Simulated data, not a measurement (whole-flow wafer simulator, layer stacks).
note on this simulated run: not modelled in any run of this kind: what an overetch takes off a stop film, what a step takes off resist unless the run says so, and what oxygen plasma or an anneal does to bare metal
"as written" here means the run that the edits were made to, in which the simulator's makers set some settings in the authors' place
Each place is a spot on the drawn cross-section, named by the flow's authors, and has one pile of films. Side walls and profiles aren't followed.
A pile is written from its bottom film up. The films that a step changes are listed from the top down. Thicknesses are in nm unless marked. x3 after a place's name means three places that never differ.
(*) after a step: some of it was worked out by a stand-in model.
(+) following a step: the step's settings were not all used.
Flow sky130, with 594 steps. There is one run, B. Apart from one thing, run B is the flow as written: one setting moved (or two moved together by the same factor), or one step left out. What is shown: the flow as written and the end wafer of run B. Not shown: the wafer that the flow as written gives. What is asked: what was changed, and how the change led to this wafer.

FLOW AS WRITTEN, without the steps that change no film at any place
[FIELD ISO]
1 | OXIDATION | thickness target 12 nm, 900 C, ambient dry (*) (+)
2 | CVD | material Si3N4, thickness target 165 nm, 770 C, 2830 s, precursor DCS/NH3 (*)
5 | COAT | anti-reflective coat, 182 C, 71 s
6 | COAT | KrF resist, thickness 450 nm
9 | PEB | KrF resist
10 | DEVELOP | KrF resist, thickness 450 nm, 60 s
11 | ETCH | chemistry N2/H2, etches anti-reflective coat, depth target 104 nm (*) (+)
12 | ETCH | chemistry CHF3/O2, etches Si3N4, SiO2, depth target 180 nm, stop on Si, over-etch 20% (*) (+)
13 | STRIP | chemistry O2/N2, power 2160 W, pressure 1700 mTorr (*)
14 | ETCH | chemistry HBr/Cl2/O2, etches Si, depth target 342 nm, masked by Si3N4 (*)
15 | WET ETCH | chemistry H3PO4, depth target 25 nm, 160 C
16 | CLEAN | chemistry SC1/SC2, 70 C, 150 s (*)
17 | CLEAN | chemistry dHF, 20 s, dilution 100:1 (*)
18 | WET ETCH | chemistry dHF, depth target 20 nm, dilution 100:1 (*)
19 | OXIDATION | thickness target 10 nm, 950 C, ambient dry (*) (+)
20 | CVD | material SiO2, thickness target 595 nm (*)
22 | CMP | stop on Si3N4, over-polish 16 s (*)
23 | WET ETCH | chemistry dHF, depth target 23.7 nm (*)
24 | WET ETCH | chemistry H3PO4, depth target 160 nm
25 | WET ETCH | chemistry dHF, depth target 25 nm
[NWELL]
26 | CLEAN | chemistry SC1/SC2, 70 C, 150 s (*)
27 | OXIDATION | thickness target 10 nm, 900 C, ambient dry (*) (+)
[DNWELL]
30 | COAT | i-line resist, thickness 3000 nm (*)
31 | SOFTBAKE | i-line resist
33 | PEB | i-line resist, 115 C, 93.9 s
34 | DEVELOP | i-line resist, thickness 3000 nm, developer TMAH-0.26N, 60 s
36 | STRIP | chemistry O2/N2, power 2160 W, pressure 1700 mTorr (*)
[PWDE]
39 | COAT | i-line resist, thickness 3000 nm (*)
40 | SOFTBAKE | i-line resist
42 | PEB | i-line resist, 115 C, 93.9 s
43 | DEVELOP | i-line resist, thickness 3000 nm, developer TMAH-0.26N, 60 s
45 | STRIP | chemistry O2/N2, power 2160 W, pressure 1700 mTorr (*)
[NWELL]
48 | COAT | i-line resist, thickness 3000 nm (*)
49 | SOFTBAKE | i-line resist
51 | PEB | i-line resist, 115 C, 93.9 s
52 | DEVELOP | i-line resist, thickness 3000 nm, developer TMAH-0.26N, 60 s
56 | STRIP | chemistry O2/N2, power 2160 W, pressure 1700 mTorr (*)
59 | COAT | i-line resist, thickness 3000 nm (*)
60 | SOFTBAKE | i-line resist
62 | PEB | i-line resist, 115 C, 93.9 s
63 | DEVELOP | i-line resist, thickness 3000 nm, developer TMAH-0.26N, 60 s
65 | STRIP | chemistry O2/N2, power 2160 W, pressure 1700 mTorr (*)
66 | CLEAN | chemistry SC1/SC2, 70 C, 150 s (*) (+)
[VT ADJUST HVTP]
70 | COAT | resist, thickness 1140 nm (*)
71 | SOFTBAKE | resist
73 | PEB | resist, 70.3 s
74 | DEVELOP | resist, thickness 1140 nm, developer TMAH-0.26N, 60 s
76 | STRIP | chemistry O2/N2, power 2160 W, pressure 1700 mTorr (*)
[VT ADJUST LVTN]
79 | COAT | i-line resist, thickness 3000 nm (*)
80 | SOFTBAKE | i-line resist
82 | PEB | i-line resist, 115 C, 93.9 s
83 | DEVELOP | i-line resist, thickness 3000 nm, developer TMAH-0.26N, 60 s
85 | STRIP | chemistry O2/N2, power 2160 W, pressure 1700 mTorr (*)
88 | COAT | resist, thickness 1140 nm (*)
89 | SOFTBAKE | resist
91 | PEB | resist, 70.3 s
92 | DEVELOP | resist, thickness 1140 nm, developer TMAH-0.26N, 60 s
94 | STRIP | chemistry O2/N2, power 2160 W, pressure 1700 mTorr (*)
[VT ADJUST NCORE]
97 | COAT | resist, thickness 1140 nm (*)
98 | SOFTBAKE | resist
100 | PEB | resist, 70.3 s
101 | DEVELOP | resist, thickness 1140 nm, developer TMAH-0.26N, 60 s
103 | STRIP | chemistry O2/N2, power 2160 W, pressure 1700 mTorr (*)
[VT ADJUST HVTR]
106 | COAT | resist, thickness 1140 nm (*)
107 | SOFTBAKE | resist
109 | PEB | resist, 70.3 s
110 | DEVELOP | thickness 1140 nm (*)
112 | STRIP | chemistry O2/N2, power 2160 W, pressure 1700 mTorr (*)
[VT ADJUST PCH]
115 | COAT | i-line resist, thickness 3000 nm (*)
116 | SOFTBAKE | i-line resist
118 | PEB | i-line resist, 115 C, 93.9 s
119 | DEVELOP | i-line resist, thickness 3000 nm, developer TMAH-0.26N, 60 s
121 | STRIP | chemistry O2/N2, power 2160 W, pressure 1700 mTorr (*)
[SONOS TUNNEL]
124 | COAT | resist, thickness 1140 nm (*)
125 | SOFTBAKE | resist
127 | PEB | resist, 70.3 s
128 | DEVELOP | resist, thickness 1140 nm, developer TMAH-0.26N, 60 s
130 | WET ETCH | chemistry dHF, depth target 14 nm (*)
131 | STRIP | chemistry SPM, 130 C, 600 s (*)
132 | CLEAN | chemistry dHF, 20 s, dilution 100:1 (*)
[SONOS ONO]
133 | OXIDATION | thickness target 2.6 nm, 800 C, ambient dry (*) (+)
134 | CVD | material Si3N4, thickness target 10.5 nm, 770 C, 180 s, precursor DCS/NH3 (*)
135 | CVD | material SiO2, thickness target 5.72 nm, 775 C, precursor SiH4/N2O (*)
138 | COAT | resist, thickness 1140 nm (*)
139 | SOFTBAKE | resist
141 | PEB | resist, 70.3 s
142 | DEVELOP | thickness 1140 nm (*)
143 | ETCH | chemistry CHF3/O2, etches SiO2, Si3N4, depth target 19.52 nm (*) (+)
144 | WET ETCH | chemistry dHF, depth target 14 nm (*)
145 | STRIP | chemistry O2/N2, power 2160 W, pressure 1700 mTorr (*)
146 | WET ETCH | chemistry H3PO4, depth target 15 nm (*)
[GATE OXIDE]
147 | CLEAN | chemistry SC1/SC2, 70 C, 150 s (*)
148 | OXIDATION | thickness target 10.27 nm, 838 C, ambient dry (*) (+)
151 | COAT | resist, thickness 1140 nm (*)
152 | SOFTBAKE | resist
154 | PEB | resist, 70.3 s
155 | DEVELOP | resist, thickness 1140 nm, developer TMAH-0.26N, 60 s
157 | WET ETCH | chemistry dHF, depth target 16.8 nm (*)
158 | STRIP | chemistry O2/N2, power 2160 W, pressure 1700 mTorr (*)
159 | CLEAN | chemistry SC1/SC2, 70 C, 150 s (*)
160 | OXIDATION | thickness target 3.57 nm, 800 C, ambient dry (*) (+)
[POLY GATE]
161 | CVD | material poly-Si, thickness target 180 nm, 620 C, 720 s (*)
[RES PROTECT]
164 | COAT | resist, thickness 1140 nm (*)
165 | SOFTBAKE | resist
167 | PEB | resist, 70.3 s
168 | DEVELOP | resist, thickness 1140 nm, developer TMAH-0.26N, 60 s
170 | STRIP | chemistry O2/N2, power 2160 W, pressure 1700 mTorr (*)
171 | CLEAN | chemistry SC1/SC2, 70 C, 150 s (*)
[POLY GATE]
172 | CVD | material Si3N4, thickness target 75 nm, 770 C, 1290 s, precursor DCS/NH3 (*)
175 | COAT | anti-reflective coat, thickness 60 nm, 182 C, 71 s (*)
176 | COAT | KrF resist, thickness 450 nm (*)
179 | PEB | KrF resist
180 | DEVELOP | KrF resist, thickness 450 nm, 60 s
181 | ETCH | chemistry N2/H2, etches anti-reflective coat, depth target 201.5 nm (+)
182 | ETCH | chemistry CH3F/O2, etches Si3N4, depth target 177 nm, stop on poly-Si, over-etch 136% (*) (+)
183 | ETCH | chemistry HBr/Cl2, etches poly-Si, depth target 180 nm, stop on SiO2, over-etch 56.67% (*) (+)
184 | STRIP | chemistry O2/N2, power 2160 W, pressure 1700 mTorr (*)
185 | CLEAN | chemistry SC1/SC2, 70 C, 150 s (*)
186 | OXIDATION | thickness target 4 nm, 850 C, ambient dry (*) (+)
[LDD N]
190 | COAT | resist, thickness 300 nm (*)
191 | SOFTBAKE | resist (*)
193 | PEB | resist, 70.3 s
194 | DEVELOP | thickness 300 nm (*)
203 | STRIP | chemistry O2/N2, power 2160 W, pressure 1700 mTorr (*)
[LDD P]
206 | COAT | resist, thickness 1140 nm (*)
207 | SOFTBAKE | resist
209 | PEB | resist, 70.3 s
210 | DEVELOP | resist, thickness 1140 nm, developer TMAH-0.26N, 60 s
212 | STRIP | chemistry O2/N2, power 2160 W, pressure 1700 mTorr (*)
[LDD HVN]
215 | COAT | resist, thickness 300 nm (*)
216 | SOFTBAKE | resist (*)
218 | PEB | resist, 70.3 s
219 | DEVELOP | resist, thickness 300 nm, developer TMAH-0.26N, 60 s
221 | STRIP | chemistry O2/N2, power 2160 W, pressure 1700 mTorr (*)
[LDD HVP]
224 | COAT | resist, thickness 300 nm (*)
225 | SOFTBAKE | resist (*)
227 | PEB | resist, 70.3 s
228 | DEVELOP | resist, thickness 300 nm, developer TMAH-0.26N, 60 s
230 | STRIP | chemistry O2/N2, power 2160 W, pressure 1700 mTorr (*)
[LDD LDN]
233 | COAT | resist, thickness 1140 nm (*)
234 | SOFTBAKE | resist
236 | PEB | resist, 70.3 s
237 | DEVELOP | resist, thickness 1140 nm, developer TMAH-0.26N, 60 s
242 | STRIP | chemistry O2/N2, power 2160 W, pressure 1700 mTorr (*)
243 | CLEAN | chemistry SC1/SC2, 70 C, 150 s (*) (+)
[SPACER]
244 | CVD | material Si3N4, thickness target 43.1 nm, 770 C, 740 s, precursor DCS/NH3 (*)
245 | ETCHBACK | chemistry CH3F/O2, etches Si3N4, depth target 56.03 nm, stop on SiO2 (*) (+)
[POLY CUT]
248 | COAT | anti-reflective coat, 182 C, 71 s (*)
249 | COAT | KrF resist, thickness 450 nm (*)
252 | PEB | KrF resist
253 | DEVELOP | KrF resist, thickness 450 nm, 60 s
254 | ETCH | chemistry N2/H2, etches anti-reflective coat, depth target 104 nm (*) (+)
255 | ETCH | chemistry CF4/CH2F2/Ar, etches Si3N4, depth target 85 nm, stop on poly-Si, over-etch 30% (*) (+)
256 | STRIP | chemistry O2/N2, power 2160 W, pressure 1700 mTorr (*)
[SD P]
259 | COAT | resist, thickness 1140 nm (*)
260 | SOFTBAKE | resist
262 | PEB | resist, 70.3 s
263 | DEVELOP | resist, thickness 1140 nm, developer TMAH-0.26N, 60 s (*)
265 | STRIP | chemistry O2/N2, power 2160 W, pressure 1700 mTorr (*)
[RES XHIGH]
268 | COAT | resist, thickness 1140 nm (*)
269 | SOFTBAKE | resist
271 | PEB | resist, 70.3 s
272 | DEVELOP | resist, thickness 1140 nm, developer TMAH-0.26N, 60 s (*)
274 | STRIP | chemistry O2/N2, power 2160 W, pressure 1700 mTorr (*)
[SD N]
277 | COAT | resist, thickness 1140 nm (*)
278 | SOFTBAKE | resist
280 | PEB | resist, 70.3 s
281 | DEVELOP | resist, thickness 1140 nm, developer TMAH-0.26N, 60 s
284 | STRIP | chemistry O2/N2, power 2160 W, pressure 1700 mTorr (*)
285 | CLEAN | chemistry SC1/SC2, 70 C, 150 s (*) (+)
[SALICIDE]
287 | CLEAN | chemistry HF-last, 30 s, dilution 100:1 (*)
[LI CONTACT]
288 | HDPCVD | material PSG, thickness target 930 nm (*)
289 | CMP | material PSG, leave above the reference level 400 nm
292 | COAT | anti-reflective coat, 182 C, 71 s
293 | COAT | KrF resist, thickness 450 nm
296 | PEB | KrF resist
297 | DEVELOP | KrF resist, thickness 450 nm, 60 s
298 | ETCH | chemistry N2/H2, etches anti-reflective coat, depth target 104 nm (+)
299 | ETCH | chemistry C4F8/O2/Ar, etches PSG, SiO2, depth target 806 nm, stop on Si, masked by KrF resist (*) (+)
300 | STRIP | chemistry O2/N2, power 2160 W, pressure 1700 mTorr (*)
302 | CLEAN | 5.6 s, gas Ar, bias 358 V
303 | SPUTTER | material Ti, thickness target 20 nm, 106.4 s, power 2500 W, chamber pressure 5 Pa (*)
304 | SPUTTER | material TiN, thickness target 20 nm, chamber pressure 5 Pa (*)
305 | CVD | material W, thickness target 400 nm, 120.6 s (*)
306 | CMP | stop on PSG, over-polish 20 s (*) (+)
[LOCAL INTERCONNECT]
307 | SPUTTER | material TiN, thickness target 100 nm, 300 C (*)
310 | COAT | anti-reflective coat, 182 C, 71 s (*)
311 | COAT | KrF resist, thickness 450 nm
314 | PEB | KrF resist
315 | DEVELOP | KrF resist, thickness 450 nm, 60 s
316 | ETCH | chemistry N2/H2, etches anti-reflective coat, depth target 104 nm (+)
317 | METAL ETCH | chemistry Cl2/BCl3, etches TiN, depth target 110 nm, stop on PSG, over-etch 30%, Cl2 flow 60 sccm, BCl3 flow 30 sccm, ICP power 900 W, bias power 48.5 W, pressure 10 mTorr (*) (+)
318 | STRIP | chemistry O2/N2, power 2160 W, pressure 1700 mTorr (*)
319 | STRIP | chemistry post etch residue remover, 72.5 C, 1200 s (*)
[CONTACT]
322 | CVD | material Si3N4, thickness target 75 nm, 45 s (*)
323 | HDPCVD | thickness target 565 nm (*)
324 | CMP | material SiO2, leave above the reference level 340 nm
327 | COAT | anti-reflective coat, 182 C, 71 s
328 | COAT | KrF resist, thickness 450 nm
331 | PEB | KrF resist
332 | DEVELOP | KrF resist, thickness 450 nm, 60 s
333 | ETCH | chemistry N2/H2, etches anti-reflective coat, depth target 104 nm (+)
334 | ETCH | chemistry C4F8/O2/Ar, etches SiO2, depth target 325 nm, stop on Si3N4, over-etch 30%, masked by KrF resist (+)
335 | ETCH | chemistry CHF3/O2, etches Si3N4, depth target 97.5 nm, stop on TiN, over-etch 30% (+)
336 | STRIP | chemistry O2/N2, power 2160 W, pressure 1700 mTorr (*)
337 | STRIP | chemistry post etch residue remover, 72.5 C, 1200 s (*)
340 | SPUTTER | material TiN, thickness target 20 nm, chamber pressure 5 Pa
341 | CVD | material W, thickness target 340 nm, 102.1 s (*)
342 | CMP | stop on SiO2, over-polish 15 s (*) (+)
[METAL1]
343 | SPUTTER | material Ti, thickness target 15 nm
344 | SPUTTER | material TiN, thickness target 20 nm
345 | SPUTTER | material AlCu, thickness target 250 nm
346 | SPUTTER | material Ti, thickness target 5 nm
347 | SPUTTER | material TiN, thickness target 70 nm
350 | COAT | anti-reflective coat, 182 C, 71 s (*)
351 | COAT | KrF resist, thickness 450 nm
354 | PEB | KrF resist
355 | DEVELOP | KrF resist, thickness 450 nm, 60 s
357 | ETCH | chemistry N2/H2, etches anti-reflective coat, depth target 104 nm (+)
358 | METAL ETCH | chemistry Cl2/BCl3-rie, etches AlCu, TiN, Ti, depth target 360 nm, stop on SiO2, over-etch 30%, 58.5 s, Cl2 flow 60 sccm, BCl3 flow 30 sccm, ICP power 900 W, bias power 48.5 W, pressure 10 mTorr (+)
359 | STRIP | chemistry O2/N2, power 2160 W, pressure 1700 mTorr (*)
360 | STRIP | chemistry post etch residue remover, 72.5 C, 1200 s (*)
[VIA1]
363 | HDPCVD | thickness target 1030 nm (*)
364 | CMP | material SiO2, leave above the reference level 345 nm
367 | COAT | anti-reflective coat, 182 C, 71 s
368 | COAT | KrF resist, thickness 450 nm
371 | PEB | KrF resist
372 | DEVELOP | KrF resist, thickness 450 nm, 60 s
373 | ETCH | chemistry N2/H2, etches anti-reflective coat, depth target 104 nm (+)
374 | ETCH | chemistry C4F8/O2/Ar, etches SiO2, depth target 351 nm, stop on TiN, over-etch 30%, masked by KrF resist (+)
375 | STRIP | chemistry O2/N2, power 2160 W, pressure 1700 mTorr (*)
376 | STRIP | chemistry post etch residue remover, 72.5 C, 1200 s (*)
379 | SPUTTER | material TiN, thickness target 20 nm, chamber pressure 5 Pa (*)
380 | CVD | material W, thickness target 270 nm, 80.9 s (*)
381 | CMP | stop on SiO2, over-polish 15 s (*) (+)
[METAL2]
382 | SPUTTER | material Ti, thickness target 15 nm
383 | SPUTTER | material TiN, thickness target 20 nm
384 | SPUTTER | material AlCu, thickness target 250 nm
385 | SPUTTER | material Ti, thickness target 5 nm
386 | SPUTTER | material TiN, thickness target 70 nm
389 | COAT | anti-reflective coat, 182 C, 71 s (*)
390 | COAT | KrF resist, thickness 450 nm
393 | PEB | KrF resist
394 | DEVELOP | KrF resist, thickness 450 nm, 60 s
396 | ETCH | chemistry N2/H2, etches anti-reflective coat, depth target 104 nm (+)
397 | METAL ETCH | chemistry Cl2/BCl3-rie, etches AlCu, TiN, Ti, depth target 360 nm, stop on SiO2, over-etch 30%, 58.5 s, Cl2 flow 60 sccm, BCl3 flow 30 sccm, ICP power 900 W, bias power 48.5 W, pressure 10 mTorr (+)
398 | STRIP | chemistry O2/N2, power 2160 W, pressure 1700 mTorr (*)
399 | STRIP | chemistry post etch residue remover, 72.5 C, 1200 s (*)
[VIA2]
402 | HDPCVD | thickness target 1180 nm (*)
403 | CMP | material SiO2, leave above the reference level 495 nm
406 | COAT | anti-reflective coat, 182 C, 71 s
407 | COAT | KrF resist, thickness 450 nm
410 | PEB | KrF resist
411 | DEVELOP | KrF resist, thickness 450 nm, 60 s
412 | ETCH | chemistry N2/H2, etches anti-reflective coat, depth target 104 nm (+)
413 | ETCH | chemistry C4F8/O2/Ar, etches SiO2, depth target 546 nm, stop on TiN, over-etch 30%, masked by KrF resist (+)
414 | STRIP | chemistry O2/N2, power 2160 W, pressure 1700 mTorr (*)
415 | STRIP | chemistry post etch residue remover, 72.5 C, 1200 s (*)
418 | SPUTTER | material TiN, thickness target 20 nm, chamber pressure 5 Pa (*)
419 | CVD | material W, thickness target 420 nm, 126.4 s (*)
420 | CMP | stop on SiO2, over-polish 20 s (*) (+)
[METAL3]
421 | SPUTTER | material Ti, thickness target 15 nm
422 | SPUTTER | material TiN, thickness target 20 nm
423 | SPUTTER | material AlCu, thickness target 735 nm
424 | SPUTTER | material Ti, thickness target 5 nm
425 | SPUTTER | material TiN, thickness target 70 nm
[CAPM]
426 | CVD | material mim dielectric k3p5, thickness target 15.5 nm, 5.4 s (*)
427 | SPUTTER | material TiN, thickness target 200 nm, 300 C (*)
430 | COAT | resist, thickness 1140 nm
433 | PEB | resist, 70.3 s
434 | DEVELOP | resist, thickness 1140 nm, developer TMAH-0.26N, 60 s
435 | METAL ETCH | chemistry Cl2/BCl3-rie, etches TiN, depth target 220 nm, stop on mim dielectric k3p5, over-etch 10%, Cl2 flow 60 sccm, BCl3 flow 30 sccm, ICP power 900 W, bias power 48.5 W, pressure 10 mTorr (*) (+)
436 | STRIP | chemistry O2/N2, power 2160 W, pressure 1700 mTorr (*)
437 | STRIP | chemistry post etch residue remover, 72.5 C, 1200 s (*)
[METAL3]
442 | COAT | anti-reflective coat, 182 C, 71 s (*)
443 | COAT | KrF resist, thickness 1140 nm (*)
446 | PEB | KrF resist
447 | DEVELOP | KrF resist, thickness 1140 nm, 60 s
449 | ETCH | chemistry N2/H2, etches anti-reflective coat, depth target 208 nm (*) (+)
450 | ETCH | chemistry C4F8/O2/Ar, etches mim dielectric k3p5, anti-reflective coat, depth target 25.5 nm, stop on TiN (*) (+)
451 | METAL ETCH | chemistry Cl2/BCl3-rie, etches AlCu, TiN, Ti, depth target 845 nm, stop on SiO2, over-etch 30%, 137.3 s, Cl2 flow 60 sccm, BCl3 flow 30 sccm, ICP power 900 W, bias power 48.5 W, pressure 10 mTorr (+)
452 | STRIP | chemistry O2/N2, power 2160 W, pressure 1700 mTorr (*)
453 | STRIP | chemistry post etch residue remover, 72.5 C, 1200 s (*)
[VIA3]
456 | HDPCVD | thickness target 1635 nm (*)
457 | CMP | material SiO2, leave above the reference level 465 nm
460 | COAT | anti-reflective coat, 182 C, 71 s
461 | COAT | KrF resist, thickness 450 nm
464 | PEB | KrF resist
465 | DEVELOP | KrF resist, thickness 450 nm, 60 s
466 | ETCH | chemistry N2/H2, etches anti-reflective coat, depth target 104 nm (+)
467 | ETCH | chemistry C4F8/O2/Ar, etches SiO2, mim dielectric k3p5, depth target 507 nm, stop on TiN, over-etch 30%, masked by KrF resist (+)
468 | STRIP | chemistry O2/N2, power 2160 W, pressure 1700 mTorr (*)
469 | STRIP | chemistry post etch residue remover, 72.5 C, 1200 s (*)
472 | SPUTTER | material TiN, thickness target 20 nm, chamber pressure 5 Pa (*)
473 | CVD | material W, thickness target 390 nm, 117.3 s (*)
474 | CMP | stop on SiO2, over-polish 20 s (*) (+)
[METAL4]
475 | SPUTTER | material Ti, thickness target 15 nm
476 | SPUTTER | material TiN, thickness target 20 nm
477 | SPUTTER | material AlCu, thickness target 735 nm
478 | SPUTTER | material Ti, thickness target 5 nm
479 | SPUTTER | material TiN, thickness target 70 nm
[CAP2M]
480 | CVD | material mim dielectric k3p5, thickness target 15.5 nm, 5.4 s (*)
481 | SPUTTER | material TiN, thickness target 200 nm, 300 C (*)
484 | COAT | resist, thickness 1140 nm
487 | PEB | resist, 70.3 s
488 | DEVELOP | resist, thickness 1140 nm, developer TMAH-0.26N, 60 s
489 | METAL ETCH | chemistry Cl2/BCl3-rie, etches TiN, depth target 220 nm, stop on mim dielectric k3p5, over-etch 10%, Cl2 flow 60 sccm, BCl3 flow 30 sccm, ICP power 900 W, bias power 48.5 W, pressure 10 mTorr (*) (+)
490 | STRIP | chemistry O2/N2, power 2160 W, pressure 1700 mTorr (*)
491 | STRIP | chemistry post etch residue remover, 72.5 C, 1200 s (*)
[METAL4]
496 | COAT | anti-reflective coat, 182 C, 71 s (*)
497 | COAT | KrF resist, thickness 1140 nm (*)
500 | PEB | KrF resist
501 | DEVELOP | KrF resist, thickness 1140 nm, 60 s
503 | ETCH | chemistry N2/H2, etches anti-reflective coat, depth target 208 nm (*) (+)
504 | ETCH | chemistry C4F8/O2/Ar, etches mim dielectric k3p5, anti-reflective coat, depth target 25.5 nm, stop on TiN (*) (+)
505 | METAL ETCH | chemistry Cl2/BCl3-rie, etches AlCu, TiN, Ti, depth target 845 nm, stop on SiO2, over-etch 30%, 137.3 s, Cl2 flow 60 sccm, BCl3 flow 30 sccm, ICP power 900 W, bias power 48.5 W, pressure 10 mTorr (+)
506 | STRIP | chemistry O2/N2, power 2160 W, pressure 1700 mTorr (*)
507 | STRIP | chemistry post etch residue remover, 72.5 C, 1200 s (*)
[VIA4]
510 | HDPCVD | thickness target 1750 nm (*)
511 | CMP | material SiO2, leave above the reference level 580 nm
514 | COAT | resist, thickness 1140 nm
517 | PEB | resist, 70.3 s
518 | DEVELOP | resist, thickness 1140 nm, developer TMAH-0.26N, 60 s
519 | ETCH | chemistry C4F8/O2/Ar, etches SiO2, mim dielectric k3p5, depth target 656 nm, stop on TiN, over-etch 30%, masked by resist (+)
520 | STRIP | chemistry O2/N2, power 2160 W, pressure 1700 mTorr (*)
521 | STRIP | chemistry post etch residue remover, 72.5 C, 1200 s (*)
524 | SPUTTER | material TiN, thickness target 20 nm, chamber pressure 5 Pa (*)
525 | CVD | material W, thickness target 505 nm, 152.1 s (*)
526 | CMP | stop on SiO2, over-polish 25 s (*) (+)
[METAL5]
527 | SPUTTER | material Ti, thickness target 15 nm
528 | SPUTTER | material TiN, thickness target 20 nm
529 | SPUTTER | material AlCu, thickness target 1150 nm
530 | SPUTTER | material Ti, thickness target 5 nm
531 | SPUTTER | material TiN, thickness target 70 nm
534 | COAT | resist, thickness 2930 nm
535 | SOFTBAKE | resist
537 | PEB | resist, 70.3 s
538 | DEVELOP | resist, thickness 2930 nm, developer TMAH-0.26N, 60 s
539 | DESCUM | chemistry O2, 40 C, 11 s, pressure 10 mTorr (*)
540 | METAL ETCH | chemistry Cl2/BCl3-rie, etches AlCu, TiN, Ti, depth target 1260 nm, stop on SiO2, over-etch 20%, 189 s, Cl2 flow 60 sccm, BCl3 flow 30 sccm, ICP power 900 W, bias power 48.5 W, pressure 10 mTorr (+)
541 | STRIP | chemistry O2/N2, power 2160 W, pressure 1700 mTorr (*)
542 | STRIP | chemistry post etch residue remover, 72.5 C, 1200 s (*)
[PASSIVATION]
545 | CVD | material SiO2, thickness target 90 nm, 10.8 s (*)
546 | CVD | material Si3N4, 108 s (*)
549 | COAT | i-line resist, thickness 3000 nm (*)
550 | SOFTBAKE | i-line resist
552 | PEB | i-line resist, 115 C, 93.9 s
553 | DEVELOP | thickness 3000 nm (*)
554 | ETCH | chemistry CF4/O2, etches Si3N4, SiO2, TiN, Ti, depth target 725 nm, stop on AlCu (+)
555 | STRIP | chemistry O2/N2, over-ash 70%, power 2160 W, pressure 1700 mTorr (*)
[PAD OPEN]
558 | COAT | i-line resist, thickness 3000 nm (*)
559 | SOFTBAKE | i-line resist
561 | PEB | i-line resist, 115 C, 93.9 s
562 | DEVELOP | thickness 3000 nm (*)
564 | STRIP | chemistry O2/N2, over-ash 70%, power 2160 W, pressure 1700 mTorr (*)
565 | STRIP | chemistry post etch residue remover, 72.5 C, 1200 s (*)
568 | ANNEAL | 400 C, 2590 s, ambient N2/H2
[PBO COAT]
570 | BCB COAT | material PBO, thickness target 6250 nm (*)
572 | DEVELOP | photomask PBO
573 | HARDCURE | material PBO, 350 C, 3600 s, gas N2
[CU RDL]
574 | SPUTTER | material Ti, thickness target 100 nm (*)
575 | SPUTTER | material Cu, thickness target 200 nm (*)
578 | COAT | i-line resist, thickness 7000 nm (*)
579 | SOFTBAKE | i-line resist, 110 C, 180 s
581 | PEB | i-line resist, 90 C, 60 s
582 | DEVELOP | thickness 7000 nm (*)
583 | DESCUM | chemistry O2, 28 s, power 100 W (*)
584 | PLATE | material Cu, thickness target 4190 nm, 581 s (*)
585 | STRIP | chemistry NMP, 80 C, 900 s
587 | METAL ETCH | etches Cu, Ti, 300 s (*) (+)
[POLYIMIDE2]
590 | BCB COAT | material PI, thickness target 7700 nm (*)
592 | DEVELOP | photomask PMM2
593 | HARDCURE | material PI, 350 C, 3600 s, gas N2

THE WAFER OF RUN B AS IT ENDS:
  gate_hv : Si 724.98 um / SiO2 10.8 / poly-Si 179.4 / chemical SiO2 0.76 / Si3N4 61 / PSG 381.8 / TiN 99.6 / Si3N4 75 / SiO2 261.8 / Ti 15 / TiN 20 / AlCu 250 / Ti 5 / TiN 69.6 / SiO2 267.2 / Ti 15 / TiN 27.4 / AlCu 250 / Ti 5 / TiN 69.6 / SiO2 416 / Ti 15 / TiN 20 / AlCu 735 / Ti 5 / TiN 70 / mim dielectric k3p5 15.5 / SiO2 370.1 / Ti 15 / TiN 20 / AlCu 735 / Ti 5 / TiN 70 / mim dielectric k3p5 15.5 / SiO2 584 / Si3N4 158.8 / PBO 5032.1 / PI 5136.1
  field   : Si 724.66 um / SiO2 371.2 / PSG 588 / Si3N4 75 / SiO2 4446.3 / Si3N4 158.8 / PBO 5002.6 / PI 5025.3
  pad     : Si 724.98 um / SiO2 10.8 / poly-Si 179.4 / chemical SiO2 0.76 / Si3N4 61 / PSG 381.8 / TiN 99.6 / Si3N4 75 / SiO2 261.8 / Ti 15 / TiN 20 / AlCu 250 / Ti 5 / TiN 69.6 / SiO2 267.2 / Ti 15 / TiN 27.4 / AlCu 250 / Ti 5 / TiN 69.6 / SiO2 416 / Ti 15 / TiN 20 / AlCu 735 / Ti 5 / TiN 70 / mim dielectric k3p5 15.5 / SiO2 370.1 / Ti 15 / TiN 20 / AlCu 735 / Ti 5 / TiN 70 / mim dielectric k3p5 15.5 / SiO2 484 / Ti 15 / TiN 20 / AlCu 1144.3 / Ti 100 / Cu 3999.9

What caused this: step 383, SPUTTER: thickness target 27.4 nm was run, though the flow has thickness target 20 nm.
The wafer itself shows it: gate_hv has TiN 27.4, and step 383 as written asks for 20 nm.

How this came from the change, step by step:
  383 | SPUTTER | material TiN, thickness target 20 nm
      field, active, n_well and 188 more: +27.4 TiN (new film) (in the flow as written it would be: +20 TiN (new film))
  397 | METAL ETCH | chemistry Cl2/BCl3-rie, etches AlCu, TiN, Ti, depth target 360 nm, stop on SiO2, over-etch 30%, 58.5 s, Cl2 flow 60 sccm, BCl3 flow 30 sccm, ICP power 900 W, bias power 48.5 W, pressure 10 mTorr (+)
      field, active, gate and 82 more: -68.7 TiN (all of it), -5 Ti (all of it), -250 AlCu (all of it), -27.4 TiN (all of it), -15 Ti (all of it), -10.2 SiO2 (in the flow as written it would be: -68.7 TiN (all of it), -5 Ti (all of it), -250 AlCu (all of it), -20 TiN (all of it), -15 Ti (all of it), -10.9 SiO2)
  550 | SOFTBAKE | i-line resist
      via1_hole: -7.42 i-line resist (in the flow as written it would be: -8.29 i-line resist)
      via1_enc: -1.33 i-line resist (in the flow as written it would be: -2.14 i-line resist)
  559 | SOFTBAKE | i-line resist
      via1_hole: -7.42 i-line resist (in the flow as written it would be: -8.29 i-line resist)
      via1_enc: -1.33 i-line resist (in the flow as written it would be: -2.14 i-line resist)
